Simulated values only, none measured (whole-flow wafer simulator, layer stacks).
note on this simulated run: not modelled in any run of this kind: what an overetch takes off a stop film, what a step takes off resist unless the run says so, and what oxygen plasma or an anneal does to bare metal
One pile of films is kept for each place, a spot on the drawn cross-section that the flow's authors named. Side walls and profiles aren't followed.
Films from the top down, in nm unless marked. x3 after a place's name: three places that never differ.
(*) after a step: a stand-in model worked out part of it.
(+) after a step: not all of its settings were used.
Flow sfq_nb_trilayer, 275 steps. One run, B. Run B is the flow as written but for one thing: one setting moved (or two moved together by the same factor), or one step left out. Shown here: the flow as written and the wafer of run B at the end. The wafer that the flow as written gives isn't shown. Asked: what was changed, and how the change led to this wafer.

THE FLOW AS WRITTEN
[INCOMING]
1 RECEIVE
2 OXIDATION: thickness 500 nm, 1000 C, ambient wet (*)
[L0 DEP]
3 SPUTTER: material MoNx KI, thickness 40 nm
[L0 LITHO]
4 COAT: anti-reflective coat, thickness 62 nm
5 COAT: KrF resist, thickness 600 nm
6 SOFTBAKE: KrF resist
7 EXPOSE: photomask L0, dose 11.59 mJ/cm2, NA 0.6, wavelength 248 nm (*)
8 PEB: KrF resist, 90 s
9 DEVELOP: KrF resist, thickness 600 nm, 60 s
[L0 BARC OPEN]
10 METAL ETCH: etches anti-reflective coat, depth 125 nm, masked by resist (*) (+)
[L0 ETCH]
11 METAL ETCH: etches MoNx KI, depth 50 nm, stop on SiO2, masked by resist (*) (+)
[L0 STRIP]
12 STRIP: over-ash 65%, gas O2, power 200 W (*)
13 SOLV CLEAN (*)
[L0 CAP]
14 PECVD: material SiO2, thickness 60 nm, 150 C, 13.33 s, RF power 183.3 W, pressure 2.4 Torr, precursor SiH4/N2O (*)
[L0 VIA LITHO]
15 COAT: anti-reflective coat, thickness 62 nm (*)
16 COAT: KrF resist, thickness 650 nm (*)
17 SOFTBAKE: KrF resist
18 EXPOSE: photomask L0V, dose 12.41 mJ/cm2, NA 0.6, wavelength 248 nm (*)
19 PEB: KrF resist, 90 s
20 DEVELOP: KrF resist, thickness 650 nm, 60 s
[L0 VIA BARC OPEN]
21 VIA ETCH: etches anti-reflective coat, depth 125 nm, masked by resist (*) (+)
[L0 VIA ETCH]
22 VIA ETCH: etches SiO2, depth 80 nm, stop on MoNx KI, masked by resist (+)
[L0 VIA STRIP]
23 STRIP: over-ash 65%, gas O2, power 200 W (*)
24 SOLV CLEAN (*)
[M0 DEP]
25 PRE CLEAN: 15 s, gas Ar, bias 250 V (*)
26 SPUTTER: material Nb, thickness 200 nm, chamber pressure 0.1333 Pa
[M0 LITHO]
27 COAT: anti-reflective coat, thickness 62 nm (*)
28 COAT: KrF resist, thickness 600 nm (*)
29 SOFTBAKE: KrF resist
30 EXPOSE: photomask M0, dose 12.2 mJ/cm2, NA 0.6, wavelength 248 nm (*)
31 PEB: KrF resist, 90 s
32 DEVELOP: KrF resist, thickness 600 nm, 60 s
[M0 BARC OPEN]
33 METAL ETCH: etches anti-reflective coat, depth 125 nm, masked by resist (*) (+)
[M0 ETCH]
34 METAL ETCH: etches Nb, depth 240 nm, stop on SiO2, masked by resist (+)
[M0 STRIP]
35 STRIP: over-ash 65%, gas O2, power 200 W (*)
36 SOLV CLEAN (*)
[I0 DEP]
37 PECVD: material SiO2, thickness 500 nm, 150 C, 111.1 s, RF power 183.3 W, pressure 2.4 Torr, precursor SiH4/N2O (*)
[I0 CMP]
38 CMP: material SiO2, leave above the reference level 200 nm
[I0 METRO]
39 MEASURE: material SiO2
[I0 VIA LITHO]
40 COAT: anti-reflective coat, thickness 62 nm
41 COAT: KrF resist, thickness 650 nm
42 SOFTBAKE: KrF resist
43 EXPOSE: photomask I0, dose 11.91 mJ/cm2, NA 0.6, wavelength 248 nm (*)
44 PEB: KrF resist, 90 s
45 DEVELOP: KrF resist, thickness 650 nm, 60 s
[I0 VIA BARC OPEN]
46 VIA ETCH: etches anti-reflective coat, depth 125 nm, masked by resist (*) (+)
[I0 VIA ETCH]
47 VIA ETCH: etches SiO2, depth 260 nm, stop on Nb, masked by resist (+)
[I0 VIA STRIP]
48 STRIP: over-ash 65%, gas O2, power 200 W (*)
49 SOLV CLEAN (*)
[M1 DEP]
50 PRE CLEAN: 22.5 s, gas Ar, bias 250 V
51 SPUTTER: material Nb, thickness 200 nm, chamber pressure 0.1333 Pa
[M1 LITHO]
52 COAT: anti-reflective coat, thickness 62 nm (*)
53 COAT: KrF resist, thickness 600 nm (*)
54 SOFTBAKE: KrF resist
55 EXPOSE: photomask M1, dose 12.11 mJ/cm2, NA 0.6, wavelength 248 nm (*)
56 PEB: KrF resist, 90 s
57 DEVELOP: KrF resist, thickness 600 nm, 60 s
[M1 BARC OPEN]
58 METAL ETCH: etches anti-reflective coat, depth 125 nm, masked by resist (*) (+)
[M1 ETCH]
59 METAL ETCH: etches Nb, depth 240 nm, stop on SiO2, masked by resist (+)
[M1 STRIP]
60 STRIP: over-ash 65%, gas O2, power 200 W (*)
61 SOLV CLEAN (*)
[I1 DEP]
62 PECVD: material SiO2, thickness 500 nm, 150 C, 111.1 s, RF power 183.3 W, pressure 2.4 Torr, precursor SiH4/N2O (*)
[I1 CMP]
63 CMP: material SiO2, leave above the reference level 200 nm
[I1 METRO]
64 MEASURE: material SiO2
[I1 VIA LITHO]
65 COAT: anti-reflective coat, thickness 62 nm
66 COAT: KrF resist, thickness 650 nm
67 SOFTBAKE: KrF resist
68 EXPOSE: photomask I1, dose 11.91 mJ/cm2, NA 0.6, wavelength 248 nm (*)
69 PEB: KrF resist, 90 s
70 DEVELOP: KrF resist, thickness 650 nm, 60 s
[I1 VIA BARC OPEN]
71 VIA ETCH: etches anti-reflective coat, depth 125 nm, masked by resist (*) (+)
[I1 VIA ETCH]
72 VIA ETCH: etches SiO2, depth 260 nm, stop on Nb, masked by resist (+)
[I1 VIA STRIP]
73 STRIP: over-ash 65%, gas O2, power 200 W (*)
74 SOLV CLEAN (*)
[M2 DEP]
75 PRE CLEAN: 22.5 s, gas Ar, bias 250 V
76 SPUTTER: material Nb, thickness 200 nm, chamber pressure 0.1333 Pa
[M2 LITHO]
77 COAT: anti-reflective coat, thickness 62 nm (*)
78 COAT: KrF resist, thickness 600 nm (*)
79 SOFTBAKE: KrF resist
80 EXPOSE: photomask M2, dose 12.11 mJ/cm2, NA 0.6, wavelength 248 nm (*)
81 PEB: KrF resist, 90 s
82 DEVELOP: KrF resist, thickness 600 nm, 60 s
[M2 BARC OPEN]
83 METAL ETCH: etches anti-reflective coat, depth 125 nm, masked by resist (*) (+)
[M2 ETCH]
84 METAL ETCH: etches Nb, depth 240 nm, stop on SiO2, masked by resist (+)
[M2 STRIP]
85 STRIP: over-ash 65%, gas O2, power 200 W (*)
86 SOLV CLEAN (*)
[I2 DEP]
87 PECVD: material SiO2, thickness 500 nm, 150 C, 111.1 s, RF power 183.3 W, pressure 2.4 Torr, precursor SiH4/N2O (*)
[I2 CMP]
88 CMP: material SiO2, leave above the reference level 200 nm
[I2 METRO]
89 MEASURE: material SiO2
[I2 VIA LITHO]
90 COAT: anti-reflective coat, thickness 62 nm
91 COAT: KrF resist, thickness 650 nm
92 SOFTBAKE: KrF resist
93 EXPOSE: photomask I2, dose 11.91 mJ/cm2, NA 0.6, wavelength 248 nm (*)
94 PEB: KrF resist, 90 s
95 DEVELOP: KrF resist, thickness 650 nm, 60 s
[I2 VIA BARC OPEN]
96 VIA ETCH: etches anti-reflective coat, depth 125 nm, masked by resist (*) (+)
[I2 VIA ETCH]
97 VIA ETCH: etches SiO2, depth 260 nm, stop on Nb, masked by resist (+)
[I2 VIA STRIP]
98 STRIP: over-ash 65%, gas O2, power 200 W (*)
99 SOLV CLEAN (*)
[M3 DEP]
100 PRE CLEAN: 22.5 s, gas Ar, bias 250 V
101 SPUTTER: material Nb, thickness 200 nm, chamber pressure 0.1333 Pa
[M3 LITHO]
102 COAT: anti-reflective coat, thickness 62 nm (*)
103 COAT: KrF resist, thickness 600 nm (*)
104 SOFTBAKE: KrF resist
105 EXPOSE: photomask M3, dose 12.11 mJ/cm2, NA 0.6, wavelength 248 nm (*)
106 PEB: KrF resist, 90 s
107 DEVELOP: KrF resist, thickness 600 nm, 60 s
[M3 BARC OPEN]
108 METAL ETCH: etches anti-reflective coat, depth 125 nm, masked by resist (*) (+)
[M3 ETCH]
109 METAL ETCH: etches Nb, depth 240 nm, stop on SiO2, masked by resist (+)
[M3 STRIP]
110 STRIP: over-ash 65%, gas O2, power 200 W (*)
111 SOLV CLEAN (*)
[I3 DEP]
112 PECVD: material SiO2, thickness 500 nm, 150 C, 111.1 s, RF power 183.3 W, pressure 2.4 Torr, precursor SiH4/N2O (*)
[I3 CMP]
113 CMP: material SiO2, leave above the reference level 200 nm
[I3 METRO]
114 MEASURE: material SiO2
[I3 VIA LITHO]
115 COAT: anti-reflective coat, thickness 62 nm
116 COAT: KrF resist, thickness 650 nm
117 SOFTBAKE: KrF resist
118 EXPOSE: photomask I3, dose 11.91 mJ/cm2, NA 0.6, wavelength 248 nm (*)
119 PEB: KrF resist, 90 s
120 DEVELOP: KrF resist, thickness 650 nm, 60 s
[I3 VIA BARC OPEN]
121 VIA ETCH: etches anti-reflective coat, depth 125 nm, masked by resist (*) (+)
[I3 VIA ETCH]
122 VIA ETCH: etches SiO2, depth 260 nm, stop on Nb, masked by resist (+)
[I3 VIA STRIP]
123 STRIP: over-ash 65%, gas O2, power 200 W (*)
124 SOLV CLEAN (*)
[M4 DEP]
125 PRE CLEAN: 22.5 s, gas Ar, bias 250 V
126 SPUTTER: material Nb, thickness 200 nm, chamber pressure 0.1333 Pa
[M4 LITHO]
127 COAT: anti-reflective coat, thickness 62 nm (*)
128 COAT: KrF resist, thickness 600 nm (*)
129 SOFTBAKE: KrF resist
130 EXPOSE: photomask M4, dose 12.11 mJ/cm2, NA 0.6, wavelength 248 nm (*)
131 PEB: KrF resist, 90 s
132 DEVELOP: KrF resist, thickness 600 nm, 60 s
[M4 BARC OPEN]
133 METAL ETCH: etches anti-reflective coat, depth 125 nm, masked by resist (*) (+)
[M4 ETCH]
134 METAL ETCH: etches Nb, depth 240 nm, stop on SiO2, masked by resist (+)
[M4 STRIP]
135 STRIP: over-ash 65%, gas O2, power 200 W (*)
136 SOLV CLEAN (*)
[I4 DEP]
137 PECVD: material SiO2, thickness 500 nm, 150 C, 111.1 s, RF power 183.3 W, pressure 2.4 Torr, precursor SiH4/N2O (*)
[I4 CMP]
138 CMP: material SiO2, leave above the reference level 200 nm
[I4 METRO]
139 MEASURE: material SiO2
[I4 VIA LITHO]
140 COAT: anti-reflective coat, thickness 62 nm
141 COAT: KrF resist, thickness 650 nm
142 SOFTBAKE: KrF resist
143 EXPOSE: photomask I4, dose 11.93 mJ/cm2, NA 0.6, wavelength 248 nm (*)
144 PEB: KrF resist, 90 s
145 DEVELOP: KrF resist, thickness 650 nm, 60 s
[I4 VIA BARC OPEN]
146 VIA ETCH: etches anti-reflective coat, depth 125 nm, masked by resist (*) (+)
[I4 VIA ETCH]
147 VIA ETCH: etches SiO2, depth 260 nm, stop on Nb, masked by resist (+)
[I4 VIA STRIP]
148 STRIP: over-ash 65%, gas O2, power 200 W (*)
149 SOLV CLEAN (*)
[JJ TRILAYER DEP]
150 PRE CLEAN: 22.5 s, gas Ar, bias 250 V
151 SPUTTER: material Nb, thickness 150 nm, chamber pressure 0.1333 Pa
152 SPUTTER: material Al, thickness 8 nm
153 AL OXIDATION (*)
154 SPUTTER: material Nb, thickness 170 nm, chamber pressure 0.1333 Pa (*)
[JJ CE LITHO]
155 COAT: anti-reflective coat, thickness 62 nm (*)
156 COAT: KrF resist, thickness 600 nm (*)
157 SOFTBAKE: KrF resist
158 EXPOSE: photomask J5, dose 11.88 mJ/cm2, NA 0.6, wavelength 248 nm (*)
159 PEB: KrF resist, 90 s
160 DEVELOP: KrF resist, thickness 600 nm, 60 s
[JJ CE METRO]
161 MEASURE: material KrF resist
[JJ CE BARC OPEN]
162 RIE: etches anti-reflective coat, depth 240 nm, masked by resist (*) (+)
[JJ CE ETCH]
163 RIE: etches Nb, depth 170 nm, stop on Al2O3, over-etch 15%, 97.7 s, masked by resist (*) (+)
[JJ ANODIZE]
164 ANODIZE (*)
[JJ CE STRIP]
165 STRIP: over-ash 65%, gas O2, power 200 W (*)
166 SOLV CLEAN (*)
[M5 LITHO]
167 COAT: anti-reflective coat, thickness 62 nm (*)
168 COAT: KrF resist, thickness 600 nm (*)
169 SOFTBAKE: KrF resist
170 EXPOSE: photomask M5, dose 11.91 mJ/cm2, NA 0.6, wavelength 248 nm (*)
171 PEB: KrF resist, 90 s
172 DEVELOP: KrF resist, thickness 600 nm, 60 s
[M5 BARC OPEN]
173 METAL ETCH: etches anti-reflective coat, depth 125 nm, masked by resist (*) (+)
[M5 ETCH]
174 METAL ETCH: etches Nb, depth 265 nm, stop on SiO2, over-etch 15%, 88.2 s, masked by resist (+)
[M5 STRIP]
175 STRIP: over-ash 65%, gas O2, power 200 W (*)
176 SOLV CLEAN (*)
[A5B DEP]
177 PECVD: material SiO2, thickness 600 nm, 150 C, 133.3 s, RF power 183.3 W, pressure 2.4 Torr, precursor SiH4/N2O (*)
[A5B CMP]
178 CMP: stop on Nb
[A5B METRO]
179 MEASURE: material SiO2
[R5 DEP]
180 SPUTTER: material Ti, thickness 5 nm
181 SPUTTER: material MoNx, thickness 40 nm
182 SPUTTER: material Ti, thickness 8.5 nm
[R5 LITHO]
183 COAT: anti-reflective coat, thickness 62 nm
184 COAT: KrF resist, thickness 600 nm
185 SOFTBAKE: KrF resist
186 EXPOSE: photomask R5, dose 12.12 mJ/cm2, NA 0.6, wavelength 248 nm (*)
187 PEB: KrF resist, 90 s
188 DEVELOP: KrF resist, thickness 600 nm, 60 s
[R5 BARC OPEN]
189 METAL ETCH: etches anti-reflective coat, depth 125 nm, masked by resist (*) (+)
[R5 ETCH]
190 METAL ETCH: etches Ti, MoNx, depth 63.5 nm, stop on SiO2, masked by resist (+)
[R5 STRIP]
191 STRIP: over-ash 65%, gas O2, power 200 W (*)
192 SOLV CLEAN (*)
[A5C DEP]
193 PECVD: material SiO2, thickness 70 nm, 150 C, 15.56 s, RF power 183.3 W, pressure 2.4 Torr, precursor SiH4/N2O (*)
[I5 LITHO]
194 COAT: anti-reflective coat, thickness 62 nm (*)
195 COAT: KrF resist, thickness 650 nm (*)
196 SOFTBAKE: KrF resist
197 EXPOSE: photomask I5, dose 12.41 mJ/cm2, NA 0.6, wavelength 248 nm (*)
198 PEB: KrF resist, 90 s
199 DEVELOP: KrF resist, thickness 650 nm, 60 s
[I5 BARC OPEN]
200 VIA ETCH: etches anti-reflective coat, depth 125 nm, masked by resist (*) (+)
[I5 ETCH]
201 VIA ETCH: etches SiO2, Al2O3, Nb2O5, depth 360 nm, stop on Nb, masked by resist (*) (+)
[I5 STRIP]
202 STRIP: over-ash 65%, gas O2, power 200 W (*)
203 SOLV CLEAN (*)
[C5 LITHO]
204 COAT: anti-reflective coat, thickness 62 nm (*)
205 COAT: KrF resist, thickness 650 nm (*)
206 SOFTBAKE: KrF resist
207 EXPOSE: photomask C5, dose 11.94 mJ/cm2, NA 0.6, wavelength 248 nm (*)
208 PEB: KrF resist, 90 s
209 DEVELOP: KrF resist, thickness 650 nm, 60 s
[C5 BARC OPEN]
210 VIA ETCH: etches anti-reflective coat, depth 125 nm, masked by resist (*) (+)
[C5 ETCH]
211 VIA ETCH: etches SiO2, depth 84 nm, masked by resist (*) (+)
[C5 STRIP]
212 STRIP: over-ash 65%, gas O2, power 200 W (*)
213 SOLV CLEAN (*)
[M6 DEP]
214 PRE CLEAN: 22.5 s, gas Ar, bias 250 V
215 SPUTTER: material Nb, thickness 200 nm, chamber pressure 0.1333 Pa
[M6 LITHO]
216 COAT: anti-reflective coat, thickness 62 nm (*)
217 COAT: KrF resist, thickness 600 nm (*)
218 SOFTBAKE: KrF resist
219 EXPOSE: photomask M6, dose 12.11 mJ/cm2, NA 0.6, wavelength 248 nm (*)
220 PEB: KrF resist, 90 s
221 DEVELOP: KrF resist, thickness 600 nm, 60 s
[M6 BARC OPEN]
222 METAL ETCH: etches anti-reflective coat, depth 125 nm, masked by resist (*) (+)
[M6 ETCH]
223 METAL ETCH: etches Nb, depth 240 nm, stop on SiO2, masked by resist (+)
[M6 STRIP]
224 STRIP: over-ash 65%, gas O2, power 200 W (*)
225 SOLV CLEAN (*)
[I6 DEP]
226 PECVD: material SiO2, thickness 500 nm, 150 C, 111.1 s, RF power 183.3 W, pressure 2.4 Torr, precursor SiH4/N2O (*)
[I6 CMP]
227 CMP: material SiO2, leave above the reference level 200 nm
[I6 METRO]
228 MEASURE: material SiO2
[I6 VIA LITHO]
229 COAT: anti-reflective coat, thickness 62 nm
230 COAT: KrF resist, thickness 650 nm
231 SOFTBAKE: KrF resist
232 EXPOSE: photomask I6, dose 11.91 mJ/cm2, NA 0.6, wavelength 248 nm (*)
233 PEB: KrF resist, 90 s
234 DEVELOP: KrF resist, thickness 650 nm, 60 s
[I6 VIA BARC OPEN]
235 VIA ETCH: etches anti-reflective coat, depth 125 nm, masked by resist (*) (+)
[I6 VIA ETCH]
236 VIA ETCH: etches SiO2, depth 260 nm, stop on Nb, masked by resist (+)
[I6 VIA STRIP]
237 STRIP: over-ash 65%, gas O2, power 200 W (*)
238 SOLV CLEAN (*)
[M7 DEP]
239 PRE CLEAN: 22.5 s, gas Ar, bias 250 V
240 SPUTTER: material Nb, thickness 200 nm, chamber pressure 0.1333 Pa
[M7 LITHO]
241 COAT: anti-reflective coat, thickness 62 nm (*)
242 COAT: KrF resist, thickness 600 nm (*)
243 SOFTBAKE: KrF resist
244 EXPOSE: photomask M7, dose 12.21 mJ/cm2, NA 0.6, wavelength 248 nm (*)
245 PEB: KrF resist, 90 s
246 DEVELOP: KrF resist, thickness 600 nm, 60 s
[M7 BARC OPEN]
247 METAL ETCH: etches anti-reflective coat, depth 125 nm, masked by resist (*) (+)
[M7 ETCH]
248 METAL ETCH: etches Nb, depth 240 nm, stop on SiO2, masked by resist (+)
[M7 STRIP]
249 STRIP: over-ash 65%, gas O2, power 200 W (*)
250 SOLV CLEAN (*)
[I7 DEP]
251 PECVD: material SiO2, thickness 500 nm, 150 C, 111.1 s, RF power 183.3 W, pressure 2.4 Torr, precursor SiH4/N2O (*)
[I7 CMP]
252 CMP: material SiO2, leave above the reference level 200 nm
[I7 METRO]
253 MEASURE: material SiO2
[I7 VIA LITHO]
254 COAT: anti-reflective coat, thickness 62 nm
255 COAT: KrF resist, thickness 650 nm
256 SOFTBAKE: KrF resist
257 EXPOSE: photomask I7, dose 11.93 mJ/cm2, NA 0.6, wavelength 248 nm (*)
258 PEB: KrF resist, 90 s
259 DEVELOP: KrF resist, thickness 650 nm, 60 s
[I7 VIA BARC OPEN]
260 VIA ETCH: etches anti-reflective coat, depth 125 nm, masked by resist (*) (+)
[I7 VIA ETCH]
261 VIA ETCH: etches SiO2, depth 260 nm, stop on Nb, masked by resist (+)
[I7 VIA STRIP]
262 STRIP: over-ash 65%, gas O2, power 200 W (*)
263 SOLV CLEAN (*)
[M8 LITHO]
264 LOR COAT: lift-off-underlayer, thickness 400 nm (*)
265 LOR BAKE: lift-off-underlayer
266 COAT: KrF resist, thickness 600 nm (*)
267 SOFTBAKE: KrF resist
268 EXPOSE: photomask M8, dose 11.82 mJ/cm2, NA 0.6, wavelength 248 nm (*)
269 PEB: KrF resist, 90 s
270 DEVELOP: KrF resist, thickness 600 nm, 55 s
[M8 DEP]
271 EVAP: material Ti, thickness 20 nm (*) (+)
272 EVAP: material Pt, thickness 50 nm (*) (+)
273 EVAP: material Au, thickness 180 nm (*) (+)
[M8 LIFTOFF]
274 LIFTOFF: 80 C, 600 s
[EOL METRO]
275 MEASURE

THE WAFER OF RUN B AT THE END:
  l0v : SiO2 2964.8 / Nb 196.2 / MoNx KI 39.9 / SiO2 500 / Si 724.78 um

The cause: step 22, VIA ETCH: depth 55 nm was run, where the flow has depth 80 nm.

How the change led to this, step by step:
  22 VIA ETCH: etches SiO2, depth 80 nm, stop on MoNx KI, masked by resist (+)
      l0v: SiO2 -55 (as written it would be: SiO2 -59.8 (all of it))
      field_l, v_sur, via_wl and 102 more: KrF resist -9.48 (as written it would be: KrF resist -13.8)
  25 PRE CLEAN: 15 s, gas Ar, bias 250 V (*)
      l0v: SiO2 -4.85 (all of it), MoNx KI -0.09 (as written it would be: MoNx KI -2.91)
